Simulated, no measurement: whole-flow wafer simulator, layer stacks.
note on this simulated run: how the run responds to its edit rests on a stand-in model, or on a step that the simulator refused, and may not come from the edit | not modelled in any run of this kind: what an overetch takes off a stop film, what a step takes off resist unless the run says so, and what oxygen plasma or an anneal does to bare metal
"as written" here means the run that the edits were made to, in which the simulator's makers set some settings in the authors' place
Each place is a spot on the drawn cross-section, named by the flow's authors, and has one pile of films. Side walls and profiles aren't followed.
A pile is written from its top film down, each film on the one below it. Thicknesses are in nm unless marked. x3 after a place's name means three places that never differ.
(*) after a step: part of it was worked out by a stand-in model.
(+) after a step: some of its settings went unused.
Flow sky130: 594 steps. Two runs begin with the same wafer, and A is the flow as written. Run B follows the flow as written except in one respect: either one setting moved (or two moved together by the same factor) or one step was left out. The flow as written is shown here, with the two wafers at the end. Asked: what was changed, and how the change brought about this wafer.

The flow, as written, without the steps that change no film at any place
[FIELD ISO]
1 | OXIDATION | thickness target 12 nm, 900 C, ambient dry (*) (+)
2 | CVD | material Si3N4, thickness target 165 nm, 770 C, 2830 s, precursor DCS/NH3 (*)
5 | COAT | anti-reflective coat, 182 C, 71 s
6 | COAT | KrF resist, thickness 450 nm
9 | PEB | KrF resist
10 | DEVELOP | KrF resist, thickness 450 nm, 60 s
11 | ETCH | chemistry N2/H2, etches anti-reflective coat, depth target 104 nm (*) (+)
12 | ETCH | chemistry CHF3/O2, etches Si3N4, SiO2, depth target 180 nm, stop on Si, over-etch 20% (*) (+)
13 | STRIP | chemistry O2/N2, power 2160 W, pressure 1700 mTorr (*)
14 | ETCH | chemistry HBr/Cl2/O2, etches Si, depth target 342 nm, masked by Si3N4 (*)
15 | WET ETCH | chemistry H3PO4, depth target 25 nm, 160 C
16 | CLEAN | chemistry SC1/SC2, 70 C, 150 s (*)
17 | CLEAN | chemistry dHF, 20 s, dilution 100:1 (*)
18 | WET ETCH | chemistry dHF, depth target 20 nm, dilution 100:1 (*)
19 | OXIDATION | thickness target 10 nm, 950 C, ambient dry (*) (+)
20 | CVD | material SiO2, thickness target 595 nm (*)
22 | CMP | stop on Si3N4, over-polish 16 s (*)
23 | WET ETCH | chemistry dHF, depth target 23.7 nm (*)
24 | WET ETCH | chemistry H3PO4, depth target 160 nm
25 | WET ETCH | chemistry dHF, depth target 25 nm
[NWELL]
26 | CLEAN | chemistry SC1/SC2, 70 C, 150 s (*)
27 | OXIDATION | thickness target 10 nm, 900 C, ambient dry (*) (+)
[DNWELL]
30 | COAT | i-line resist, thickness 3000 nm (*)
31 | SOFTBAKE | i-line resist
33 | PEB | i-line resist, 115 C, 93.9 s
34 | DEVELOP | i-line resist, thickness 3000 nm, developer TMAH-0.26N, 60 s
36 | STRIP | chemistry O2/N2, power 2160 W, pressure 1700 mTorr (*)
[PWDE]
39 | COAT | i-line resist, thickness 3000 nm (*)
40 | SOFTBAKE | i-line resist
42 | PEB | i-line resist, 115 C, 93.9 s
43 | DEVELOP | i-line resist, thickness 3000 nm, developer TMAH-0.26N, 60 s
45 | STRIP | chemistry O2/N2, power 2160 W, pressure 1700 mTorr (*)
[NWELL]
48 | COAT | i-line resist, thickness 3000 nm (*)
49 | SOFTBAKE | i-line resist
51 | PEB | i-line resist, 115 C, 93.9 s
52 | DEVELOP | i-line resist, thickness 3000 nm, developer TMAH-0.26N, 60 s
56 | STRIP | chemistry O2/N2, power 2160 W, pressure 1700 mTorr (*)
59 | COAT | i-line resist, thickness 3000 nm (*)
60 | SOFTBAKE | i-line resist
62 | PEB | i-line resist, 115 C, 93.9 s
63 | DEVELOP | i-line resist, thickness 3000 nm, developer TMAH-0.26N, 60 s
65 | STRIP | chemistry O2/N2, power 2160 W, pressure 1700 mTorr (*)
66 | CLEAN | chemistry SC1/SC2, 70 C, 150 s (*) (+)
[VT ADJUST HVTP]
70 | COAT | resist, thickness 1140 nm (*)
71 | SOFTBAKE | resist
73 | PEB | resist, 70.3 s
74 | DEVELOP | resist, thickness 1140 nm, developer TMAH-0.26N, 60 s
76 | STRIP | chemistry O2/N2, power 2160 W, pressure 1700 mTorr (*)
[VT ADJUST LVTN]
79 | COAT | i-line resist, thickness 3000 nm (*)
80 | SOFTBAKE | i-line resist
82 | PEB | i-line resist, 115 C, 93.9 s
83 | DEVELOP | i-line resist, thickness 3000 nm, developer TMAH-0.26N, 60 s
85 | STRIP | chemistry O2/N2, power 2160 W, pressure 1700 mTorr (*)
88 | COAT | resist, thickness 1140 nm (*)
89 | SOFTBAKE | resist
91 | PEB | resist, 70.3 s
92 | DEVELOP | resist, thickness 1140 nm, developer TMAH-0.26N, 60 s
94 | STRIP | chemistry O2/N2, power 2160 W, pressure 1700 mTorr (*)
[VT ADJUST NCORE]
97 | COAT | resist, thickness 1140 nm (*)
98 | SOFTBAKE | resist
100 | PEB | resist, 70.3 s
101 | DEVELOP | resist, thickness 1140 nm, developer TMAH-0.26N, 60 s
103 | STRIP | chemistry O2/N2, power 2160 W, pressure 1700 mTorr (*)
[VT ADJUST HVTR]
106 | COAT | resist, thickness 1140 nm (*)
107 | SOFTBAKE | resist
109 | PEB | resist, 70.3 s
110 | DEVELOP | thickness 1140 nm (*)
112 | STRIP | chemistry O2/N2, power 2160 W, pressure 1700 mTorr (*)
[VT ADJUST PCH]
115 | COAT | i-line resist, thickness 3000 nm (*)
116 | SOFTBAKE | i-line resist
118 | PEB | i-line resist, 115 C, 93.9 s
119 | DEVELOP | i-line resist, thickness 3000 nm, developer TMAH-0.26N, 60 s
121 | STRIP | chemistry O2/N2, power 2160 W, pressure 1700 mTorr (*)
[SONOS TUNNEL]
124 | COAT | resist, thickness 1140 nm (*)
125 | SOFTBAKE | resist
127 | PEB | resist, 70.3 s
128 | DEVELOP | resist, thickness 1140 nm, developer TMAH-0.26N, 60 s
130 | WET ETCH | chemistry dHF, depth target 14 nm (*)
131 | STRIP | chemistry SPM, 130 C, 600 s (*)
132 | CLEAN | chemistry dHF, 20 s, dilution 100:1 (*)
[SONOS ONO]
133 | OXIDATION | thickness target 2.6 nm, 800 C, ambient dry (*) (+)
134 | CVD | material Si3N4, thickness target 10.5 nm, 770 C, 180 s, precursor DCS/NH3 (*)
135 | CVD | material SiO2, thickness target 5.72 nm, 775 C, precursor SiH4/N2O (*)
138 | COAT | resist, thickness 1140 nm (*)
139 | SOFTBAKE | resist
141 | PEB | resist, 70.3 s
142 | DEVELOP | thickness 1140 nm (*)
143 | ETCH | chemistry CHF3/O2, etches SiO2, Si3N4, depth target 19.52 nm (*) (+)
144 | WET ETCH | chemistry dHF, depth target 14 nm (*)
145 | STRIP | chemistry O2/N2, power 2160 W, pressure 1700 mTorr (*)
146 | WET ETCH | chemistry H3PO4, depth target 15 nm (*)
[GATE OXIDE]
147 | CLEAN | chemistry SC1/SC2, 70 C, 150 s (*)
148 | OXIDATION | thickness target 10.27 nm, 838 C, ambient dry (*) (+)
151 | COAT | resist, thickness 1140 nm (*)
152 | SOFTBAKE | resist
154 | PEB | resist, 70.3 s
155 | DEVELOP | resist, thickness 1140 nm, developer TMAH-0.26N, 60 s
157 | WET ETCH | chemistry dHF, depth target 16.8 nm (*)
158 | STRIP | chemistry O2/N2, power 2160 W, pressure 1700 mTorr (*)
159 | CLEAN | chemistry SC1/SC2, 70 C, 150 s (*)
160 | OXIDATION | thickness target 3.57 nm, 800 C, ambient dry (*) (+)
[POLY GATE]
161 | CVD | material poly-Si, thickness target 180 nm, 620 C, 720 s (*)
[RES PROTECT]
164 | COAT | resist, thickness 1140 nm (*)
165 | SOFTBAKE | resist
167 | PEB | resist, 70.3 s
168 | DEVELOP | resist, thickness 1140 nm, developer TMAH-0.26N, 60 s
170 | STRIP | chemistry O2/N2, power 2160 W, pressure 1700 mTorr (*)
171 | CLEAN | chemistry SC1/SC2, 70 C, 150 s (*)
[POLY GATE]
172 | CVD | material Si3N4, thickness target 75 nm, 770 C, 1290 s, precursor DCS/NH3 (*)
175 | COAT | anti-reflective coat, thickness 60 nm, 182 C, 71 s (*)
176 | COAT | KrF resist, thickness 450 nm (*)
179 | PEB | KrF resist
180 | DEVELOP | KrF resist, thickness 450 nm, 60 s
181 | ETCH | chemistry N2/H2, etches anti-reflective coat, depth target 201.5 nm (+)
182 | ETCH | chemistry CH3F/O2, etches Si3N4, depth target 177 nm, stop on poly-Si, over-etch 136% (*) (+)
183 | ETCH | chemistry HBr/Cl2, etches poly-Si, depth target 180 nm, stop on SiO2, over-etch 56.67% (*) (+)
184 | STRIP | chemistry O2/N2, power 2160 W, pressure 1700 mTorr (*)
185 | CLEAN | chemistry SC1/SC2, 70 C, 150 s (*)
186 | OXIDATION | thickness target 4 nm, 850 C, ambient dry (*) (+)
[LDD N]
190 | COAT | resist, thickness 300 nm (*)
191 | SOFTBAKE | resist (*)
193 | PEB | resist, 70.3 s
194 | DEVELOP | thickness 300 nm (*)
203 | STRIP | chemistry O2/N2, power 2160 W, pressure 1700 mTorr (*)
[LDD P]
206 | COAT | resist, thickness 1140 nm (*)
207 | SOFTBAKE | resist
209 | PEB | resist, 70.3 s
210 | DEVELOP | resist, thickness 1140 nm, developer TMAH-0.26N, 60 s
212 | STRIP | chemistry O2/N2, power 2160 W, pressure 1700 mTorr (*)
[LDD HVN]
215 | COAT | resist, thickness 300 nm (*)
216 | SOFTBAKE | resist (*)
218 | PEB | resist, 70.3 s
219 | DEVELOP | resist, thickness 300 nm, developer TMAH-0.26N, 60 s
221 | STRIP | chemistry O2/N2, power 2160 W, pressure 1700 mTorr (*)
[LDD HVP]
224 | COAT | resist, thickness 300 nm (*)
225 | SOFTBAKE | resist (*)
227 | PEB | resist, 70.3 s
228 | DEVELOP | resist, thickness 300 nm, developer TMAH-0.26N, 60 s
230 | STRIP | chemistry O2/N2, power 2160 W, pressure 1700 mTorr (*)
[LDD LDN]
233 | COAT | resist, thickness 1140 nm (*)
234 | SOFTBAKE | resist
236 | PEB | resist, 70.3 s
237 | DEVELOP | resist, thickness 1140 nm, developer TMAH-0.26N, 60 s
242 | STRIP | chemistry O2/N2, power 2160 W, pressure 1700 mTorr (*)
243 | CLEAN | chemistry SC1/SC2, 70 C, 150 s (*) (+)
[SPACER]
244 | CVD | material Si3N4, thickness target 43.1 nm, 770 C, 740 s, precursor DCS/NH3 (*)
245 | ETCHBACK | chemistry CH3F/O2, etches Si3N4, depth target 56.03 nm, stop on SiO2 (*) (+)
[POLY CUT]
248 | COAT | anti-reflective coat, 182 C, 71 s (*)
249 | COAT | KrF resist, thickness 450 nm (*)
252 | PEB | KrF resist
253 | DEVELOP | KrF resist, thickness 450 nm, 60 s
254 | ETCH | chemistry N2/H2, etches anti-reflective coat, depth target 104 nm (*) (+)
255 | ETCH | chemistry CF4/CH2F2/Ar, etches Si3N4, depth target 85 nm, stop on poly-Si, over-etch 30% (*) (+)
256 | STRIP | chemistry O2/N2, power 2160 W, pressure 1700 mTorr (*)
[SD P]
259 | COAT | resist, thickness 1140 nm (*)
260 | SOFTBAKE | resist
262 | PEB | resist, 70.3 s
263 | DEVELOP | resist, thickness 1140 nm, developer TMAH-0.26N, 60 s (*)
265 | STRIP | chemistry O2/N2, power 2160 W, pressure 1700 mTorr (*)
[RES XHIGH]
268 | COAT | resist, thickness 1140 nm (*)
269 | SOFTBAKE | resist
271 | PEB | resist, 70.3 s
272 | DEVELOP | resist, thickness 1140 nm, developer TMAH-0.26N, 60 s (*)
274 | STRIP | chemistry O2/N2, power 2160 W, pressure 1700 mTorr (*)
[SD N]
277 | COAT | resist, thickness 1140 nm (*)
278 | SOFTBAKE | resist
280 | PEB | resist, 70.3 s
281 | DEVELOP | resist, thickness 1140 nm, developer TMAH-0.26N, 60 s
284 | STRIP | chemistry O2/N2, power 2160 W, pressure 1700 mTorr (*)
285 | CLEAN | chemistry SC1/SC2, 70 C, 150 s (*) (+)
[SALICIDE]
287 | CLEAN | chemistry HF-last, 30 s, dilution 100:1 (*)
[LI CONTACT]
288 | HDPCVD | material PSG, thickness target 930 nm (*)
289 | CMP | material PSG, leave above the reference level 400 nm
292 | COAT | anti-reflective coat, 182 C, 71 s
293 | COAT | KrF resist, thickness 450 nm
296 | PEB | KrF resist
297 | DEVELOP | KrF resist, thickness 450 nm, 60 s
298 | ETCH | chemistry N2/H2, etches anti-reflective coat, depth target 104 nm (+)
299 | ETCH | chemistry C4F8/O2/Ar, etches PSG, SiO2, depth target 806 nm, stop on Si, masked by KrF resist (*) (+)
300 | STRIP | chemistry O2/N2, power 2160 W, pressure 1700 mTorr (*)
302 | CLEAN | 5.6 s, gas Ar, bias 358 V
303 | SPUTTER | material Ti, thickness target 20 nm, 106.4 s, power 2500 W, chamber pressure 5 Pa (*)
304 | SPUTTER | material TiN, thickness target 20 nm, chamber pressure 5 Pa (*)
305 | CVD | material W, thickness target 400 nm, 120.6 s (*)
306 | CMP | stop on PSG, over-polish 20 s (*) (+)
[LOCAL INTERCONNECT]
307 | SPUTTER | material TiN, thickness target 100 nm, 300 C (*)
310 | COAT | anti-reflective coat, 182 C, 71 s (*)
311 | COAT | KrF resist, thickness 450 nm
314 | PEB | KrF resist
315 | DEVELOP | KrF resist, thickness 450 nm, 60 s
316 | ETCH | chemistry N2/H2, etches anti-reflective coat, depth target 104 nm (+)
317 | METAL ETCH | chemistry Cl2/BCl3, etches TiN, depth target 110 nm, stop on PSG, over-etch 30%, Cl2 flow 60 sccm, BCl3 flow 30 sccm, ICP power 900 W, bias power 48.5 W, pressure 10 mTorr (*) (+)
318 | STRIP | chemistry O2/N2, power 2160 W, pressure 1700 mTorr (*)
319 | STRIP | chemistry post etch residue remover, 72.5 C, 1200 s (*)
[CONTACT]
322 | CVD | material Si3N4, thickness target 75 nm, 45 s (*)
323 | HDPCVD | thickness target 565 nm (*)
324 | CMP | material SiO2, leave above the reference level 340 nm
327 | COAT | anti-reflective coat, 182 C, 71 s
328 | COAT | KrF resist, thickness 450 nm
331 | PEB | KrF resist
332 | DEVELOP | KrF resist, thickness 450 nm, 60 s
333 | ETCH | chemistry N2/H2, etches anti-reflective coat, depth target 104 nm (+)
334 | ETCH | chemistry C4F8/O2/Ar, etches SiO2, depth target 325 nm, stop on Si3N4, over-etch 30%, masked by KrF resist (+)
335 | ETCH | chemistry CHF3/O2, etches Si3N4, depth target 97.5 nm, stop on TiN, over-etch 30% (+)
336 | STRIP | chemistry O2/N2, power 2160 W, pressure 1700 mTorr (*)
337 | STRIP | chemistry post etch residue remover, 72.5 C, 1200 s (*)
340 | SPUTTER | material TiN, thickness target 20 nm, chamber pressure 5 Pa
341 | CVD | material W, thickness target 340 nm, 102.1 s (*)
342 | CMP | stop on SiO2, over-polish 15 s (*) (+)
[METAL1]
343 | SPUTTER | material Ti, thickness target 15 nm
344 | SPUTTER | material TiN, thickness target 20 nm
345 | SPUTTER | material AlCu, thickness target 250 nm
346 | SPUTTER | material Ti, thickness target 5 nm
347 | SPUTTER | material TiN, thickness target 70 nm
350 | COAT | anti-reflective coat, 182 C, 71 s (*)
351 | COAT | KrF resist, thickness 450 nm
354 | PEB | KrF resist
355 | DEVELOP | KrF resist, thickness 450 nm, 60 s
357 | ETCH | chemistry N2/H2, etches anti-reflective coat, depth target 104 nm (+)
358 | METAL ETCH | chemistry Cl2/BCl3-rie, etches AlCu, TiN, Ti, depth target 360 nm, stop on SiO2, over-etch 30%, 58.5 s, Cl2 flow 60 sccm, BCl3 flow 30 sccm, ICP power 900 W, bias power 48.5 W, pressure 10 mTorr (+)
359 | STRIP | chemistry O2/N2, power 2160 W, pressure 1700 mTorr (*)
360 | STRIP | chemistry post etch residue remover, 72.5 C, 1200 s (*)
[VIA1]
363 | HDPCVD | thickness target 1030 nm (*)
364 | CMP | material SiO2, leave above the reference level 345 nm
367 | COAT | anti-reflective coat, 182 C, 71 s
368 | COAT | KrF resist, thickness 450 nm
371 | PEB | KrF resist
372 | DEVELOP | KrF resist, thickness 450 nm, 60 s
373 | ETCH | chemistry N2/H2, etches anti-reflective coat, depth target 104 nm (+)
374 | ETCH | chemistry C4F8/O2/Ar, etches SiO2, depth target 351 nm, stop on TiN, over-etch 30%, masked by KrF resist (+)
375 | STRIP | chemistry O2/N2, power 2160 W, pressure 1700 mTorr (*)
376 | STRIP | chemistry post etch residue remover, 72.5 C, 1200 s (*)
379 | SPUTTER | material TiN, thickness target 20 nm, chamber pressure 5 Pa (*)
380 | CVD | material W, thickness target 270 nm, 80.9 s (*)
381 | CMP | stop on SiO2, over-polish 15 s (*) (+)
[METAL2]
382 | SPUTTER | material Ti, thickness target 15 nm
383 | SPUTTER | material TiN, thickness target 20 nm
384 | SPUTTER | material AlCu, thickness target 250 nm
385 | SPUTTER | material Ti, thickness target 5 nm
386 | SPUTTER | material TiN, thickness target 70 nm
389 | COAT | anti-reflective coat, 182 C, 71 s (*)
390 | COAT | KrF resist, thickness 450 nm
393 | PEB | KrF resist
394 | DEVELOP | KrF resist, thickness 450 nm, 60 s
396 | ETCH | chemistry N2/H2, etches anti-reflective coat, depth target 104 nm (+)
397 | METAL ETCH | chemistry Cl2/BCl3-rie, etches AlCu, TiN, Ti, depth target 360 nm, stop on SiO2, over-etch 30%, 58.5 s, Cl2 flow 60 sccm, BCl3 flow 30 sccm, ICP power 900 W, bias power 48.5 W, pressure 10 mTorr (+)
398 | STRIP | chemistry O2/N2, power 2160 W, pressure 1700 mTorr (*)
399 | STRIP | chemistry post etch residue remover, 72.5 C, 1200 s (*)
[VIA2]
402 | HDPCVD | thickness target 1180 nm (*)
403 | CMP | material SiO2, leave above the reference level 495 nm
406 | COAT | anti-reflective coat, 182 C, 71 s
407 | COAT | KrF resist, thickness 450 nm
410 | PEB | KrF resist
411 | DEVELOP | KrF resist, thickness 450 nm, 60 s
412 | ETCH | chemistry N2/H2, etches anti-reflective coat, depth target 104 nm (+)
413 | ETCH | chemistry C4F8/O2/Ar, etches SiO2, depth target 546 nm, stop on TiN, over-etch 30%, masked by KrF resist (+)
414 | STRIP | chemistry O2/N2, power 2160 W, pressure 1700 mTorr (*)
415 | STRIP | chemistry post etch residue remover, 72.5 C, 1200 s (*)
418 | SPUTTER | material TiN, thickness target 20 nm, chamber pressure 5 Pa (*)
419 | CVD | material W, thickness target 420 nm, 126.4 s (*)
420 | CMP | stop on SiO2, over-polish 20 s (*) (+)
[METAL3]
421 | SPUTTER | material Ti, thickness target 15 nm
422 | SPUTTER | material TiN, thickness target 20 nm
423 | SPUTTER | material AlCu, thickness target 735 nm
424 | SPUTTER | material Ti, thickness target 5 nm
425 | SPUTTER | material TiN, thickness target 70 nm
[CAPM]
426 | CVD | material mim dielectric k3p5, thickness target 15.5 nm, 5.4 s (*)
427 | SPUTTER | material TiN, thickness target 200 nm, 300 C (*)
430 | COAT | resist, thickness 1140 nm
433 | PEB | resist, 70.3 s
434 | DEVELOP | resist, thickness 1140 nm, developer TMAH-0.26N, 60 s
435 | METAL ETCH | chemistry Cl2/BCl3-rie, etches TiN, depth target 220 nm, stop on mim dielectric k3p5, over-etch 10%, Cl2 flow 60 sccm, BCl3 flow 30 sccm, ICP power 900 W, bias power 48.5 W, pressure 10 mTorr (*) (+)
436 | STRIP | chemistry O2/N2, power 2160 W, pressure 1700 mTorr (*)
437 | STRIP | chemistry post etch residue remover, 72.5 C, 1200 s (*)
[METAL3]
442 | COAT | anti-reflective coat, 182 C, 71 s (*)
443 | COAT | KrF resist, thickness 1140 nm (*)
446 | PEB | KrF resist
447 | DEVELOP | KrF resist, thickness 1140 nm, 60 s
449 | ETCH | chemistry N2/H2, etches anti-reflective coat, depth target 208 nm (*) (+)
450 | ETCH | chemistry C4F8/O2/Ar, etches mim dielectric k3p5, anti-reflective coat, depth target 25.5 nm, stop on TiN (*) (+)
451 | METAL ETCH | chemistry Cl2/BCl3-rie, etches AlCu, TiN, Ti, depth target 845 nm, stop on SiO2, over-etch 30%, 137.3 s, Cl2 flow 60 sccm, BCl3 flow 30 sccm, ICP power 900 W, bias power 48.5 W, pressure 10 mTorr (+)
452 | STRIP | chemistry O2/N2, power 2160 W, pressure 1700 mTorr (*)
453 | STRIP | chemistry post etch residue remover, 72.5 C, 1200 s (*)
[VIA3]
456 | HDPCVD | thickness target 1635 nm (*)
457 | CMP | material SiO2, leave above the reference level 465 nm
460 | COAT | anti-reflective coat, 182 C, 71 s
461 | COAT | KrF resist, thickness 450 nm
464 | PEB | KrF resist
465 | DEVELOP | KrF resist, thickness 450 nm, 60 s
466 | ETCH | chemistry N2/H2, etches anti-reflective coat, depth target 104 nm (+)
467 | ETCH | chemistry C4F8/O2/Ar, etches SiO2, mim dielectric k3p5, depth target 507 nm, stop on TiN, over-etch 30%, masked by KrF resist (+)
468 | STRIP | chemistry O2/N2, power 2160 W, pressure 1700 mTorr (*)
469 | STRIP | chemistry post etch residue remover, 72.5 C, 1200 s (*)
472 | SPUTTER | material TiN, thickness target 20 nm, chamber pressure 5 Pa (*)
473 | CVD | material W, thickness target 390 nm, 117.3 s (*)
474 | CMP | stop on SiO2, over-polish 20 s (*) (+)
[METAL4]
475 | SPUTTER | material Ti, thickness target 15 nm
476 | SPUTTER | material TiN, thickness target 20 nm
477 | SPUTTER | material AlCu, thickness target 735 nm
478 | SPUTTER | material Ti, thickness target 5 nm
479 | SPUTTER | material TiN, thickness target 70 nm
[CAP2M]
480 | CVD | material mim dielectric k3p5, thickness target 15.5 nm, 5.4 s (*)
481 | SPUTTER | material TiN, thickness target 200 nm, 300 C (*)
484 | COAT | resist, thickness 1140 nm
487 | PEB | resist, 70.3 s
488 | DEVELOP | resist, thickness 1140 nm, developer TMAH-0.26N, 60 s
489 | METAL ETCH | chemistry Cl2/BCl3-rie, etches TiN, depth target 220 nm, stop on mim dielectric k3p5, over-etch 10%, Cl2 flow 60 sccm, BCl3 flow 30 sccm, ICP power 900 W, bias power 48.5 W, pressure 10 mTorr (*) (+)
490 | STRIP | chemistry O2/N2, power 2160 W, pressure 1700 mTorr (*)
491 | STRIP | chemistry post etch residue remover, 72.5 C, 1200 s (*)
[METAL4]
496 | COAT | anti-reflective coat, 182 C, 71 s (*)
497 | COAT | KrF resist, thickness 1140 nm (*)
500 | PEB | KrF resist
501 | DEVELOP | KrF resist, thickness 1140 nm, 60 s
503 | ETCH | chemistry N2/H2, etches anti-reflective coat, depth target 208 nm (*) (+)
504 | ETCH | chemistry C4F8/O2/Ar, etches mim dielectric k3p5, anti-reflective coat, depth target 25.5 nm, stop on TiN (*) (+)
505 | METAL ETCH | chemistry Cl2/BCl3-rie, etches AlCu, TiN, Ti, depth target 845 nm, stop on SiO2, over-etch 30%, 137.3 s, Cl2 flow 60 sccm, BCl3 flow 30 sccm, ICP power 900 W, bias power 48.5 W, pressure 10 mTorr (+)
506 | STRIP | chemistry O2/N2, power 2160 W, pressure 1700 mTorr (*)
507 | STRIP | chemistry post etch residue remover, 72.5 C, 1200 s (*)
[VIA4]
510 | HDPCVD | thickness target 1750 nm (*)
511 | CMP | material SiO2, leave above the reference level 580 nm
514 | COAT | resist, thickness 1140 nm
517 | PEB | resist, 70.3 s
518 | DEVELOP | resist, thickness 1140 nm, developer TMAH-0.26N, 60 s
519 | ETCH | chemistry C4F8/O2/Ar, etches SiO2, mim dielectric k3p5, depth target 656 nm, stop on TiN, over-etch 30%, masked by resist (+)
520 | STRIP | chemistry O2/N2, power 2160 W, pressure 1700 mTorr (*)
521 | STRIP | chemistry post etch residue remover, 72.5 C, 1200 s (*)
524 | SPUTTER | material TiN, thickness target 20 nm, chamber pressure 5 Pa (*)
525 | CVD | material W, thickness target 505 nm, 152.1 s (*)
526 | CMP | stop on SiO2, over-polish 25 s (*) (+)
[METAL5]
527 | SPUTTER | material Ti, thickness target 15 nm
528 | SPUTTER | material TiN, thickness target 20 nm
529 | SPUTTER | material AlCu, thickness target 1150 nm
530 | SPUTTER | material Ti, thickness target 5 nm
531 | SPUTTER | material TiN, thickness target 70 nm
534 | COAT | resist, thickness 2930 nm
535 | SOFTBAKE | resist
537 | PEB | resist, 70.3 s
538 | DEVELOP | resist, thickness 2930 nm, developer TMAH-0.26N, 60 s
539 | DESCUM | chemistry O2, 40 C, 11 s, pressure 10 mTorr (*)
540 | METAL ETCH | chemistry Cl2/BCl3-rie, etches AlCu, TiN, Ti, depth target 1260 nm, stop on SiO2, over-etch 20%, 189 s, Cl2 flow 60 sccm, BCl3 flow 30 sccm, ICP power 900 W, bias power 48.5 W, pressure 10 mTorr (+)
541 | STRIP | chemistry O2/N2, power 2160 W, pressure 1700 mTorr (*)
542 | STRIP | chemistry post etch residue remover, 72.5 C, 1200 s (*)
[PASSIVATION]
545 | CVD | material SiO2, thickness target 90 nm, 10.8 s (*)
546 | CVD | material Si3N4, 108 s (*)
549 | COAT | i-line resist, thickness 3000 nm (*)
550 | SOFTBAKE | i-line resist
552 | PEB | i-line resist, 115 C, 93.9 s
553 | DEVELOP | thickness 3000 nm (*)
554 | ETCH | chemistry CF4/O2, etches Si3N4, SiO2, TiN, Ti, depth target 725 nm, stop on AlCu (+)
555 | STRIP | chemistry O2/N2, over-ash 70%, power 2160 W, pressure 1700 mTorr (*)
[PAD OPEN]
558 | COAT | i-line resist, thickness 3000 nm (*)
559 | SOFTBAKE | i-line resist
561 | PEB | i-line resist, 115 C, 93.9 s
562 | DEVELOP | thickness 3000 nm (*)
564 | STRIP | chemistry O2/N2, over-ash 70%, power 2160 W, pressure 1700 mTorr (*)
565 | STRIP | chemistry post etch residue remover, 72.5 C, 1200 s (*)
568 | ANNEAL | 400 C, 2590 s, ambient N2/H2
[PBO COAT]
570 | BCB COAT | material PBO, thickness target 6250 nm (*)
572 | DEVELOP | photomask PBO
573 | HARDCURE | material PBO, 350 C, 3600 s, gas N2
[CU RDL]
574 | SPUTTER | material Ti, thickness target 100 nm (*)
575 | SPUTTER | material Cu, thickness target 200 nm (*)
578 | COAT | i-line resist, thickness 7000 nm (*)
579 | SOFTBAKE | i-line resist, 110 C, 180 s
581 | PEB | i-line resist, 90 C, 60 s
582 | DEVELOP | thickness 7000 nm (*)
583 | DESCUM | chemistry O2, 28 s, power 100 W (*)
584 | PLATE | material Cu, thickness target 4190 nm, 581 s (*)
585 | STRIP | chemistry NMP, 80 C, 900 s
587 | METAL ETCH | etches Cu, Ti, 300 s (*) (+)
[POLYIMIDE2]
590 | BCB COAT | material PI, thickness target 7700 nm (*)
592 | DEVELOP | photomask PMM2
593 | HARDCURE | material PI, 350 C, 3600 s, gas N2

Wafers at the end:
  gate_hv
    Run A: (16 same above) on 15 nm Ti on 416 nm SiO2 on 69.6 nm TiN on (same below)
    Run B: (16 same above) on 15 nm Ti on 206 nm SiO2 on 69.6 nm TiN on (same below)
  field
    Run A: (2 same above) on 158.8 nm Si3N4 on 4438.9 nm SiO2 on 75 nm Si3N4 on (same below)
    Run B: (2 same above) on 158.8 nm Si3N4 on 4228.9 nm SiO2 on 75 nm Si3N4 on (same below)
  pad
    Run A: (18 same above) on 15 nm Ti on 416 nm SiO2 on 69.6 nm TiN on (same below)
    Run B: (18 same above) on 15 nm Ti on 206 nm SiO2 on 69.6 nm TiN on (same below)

What caused this: step 403, CMP: leave above the reference level 285 nm was run, though the flow has leave above the reference level 495 nm.

How this came from the change, step by step:
  403 | CMP | material SiO2, leave above the reference level 495 nm
      n_well, p_well, gate_hv and 101 more: A SiO2 loses 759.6 | B SiO2 loses 969.6
      field, active, gate and 82 more: A SiO2 loses 389.1 | B SiO2 loses 599.1
      (also at 2 further places)
  413 | ETCH | chemistry C4F8/O2/Ar, etches SiO2, depth target 546 nm, stop on TiN, over-etch 30%, masked by KrF resist (+)
      field, active, n_well and 186 more: A KrF resist loses 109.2 | B KrF resist loses 54.7
      m1: A SiO2 loses 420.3 (all of it) | B SiO2 loses 210.3 (all of it)
      (also at 1 further place)
  414 | STRIP | chemistry O2/N2, power 2160 W, pressure 1700 mTorr (*)
      field, active, n_well and 186 more: A KrF resist loses 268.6 (all of it), anti-reflective coat loses 80 (all of it) | B KrF resist loses 323.2 (all of it), anti-reflective coat loses 80 (all of it)
  418 | SPUTTER | material TiN, thickness target 20 nm, chamber pressure 5 Pa (*)
      m1: A TiN gains 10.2 | B TiN gains 13.4
      via2_hole: A TiN gains 10.2 | B TiN gains 13.3
  419 | CVD | material W, thickness target 420 nm, 126.4 s (*)
      m1: A W gains 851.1 (new film) | B W gains 638 (new film)
      via2_hole: A W gains 850.7 (new film) | B W gains 637.5 (new film)
